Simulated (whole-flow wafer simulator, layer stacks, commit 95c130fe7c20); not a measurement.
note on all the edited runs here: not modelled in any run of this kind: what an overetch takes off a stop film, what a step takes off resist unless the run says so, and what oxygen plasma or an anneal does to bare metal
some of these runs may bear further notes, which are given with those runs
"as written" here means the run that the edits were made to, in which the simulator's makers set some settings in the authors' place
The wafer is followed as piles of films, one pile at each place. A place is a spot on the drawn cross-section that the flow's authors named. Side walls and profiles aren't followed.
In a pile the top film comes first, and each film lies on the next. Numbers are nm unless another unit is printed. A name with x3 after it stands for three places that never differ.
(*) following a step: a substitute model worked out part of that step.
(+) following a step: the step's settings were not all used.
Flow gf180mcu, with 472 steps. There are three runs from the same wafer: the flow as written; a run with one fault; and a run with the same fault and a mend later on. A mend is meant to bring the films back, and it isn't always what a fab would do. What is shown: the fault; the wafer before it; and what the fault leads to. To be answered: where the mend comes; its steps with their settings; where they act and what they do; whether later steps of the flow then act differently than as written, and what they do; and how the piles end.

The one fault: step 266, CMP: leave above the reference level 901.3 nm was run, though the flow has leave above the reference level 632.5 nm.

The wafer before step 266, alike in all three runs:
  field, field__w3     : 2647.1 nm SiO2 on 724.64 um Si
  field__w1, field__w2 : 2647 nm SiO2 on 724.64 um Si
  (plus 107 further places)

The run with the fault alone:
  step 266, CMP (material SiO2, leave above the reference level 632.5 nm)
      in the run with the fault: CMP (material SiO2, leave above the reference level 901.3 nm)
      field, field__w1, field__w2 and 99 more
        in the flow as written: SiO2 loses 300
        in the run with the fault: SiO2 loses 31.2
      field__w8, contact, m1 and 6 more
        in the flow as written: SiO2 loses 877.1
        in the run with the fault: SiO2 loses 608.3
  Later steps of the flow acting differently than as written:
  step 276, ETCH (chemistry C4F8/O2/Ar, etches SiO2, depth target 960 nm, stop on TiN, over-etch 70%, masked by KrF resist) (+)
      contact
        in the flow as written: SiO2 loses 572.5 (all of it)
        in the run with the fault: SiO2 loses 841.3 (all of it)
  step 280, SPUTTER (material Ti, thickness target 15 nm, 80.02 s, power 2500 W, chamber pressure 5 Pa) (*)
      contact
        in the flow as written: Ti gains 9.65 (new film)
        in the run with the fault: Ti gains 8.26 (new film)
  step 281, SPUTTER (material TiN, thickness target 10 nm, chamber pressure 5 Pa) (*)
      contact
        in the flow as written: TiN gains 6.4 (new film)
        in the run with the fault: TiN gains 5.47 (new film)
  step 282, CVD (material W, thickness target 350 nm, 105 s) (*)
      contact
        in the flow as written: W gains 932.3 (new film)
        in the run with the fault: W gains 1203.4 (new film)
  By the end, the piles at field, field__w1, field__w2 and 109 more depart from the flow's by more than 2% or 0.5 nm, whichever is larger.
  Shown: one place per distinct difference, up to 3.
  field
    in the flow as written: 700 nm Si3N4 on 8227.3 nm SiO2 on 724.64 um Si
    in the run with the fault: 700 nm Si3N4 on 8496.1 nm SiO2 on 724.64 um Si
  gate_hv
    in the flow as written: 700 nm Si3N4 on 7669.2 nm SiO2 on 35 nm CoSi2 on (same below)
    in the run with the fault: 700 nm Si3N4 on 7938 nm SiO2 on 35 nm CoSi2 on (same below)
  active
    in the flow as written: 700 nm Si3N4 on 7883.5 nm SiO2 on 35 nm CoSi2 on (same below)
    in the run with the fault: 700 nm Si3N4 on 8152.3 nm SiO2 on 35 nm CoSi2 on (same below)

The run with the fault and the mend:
  The mend follows step 274.
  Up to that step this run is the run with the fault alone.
  step 274a, STRIP (chemistry O2/N2, power 2160 W, pressure 1700 mTorr) (*)
      field, field__w1, field__w2 and 107 more
        KrF resist loses 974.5 (all of it), anti-reflective coat loses 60 (all of it)
      contact
        anti-reflective coat loses 60 (all of it)
  step 274b, CMP (material SiO2, leave above the reference level 632.5 nm) (a further turn of the flow's step 266)
      field, field__w1, field__w2 and 108 more
        SiO2 loses 268.8
  step 274c, HMDS (120 C, 60 s) (a further turn of the flow's step 268)
      alters no film at any place that is followed
  step 274d, COAT (anti-reflective coat, thickness 60 nm, 182 C, 71 s) (a further turn of the flow's step 269)
      field, field__w1, field__w2 and 108 more
        anti-reflective coat gains 60 (new film)
  step 274e, COAT (KrF resist, thickness 1000 nm) (a further turn of the flow's step 270)
      field, field__w1, field__w2 and 108 more
        KrF resist gains 1000 (new film)
  step 274f, SOFTBAKE (KrF resist) (a further turn of the flow's step 271)
      alters no film at any place that is followed
  step 274g, EXPOSE (photomask Via1) (a further turn of the flow's step 272)
      alters no film at any place that is followed
  step 274h, PEB (KrF resist, 135 C, 90 s) (a further turn of the flow's step 273)
      field, field__w1, field__w2 and 108 more
        KrF resist loses 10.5
  step 274i, DEVELOP (KrF resist, thickness 1000 nm, 60 s) (a further turn of the flow's step 274)
      field, field__w1, field__w2 and 107 more
        KrF resist loses 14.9
      contact
        KrF resist loses 989.5 (all of it)
  Later steps of the flow that are run all act as written at every place that is followed.
  At every place that both follow, the piles at the end match the flow's.
